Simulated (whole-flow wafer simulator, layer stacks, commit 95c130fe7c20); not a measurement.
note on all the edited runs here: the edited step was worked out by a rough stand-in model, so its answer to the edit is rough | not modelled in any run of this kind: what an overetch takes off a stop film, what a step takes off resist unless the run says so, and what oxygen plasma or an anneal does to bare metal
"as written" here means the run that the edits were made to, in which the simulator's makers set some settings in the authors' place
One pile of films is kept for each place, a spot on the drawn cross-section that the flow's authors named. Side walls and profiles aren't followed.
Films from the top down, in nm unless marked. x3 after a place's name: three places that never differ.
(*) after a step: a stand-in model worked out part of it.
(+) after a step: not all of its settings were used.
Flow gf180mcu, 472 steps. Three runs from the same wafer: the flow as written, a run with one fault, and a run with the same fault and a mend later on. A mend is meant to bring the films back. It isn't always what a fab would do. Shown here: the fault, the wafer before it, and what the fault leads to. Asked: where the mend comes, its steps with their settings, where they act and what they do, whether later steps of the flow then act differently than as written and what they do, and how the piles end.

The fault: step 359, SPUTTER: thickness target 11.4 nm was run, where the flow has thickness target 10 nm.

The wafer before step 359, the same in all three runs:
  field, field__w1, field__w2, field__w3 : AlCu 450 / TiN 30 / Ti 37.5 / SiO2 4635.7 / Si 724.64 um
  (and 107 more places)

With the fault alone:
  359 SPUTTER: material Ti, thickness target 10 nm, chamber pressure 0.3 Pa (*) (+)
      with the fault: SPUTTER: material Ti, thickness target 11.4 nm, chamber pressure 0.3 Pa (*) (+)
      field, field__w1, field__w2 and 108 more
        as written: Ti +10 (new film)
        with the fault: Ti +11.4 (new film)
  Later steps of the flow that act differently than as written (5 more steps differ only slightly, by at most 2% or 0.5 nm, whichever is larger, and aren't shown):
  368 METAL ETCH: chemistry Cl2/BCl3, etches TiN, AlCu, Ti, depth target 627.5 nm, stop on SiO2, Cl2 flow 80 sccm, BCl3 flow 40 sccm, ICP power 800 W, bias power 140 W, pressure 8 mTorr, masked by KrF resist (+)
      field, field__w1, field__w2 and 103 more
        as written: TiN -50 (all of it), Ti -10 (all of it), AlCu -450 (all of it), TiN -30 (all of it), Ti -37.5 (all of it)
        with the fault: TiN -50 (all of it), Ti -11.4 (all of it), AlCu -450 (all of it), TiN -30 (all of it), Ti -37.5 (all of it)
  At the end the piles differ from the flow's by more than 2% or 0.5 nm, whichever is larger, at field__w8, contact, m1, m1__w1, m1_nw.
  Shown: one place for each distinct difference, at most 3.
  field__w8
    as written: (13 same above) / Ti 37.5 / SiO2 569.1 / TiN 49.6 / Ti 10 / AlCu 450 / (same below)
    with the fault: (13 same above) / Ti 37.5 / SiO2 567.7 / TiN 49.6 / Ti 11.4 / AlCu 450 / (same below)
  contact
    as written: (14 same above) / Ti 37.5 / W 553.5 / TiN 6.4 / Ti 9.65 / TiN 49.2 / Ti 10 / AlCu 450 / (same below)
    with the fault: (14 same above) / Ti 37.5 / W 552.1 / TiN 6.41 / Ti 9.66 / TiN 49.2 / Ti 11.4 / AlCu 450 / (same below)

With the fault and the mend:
  The mend comes after step 359.
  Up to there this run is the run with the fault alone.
  359a METAL ETCH: chemistry Cl2/BCl3, etches TiN, AlCu, Ti, depth target 1.4 nm, Cl2 flow 80 sccm, BCl3 flow 40 sccm, ICP power 800 W, bias power 140 W, pressure 8 mTorr (the flow's step 260 once more, with other settings)
      field, field__w1, field__w2 and 108 more
        Ti -1.4
  No later step of the flow acts differently than as written at any place that is followed.
  At the end the piles are the same as the flow's at every place that both follow.
